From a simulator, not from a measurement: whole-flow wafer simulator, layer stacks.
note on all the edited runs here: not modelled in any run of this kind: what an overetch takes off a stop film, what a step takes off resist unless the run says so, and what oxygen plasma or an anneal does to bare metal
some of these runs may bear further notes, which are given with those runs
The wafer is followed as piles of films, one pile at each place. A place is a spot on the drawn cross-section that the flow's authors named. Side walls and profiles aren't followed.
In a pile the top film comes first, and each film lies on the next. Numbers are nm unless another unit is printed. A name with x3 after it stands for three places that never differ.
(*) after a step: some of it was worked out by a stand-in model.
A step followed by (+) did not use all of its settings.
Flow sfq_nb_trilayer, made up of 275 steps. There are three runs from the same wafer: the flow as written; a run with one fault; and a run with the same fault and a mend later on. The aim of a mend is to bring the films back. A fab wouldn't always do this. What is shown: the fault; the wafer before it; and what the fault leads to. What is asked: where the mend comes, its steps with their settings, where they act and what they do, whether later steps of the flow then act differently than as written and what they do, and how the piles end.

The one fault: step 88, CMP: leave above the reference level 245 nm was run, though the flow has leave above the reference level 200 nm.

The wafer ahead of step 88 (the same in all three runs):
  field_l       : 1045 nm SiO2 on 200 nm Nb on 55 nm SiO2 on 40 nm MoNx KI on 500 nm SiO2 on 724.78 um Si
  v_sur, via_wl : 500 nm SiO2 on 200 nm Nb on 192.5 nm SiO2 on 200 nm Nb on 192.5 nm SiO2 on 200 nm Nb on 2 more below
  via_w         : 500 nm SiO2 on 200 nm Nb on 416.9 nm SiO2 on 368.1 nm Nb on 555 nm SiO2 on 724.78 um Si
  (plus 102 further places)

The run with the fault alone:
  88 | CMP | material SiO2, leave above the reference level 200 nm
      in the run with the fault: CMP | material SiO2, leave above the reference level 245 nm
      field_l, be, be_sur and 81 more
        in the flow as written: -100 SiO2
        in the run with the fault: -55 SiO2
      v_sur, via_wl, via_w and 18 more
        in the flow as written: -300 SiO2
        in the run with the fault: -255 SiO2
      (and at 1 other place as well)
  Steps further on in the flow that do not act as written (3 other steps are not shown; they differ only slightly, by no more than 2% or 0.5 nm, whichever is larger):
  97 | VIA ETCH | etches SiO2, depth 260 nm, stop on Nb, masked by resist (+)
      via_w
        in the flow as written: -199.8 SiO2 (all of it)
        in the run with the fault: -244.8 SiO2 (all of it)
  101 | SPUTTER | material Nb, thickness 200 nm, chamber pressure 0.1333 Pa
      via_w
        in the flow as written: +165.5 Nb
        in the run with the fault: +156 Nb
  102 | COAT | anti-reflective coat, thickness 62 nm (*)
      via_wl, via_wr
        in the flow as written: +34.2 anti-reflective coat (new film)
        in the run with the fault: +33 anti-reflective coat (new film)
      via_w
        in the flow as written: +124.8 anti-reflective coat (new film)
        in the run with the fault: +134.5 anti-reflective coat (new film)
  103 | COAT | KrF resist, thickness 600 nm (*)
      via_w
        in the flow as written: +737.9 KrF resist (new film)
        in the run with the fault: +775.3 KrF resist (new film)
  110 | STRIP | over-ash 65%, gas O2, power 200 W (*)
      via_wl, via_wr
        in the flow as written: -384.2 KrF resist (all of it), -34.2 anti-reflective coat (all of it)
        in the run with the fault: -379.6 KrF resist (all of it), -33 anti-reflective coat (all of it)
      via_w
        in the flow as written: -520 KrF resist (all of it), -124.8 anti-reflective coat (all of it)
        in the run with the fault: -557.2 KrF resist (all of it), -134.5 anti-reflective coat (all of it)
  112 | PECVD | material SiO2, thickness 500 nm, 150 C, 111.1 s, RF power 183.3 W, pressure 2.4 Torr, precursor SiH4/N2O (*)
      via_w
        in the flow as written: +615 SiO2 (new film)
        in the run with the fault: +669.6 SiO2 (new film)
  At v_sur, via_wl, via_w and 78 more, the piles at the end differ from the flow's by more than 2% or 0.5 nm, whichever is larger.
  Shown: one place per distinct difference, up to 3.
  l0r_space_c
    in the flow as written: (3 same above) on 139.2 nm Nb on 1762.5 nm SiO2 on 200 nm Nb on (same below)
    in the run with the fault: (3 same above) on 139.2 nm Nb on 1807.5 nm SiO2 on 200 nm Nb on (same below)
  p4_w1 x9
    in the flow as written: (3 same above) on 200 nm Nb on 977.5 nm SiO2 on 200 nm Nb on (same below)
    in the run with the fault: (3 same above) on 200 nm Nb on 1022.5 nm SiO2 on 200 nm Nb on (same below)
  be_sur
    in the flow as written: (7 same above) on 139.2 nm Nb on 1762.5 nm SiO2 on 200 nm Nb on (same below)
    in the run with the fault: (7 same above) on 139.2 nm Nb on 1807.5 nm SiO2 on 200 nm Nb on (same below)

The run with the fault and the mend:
  The mend follows step 95.
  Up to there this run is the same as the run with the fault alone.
  95a | STRIP | over-ash 65%, gas O2, power 200 W (*)
      field_l, v_sur, via_wl and 102 more
        -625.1 KrF resist (all of it), -62 anti-reflective coat (all of it)
      via_w
        -62 anti-reflective coat (all of it)
  95b | CMP | material SiO2, leave above the reference level 200 nm (a further turn of the flow's step 88)
      field_l, v_sur, via_wl and 103 more
        -45 SiO2
  95c | COAT | anti-reflective coat, thickness 62 nm (a further turn of the flow's step 90)
      field_l, v_sur, via_wl and 103 more
        +62 anti-reflective coat (new film)
  95d | COAT | KrF resist, thickness 650 nm (a further turn of the flow's step 91)
      field_l, v_sur, via_wl and 103 more
        +650 KrF resist (new film)
  95e | SOFTBAKE | KrF resist (a further turn of the flow's step 92)
      does not change any film at any place that is followed
  95f | EXPOSE | photomask I2, dose 11.91 mJ/cm2, NA 0.6, wavelength 248 nm (*) (a further turn of the flow's step 93)
      does not change any film at any place that is followed
  95g | PEB | KrF resist, 90 s (a further turn of the flow's step 94)
      field_l, v_sur, via_wl and 103 more
        -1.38 KrF resist
  95h | DEVELOP | KrF resist, thickness 650 nm, 60 s (a further turn of the flow's step 95)
      field_l, v_sur, via_wl and 102 more
        -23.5 KrF resist
      via_w
        -648.6 KrF resist (all of it)
  Every later step of the flow that is run acts as written at every place that is followed.
  By the end, the piles equal the flow's at every place that both follow.
